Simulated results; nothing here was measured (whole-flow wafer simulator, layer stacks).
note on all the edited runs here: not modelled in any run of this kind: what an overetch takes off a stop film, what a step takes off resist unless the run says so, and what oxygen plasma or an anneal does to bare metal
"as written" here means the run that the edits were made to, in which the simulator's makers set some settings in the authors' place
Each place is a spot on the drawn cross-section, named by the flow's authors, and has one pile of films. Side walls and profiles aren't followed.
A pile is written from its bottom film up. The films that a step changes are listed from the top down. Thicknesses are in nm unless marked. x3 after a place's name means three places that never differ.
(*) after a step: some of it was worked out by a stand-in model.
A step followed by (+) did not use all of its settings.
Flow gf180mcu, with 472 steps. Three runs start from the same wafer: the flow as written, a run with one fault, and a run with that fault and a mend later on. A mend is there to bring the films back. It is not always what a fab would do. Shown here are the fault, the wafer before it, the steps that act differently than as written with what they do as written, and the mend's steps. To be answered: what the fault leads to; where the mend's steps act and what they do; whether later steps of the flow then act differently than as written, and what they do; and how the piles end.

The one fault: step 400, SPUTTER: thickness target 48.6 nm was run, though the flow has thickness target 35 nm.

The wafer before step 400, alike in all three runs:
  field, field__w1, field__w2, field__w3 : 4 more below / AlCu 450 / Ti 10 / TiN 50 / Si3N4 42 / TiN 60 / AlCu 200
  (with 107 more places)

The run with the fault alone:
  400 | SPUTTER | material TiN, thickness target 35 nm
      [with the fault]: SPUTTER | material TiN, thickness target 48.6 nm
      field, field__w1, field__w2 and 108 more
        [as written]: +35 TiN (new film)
        [with the fault]: +48.6 TiN (new film)
  Later steps of the flow acting differently than as written (7 more steps, not shown, differ only slightly: by at most 2% or 0.5 nm, whichever is larger):
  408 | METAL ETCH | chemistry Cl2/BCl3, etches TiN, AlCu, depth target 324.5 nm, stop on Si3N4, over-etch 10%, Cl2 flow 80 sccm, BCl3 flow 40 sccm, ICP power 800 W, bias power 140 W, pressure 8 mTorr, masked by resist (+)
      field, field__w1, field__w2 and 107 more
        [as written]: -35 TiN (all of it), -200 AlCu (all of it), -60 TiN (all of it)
        [with the fault]: -48.6 TiN (all of it), -200 AlCu (all of it), -60 TiN (all of it)
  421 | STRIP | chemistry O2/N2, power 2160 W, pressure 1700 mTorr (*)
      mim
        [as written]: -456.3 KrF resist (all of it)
        [with the fault]: -446.1 KrF resist (all of it)
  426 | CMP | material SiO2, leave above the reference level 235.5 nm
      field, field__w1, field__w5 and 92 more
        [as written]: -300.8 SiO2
        [with the fault]: -287.2 SiO2
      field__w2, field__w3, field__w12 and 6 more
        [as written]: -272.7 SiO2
        [with the fault]: -259.1 SiO2
  At mim, the piles at the end differ from the flow's by more than 2% or 0.5 nm, whichever is larger.
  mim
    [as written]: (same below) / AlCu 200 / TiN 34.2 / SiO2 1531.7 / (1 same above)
    [with the fault]: (same below) / AlCu 200 / TiN 47.8 / SiO2 1531.7 / (1 same above)

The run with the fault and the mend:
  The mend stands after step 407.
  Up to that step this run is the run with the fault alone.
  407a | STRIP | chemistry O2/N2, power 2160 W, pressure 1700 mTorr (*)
      mim
        -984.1 resist (all of it)
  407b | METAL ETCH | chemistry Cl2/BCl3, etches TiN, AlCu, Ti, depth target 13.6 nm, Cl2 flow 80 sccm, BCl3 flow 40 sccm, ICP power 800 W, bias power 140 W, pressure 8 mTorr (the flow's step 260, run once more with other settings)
      field, field__w1, field__w2 and 108 more
        -13.6 TiN
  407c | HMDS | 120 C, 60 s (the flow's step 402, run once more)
      alters no film at any place that is followed
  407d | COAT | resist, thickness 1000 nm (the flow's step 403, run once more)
      field, field__w1, field__w2 and 108 more
        +1000 resist (new film)
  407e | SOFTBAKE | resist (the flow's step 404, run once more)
      alters no film at any place that is followed
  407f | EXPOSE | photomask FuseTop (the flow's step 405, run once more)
      alters no film at any place that is followed
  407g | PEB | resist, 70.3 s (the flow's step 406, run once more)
      field, field__w1, field__w2 and 108 more
        -15.9 resist
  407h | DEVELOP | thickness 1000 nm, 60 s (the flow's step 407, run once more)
      field, field__w1, field__w2 and 107 more
        -984.1 resist (all of it)
  Later steps of the flow that are run all act as written at every place that is followed.
  By the end, the piles equal the flow's at every place that both follow.
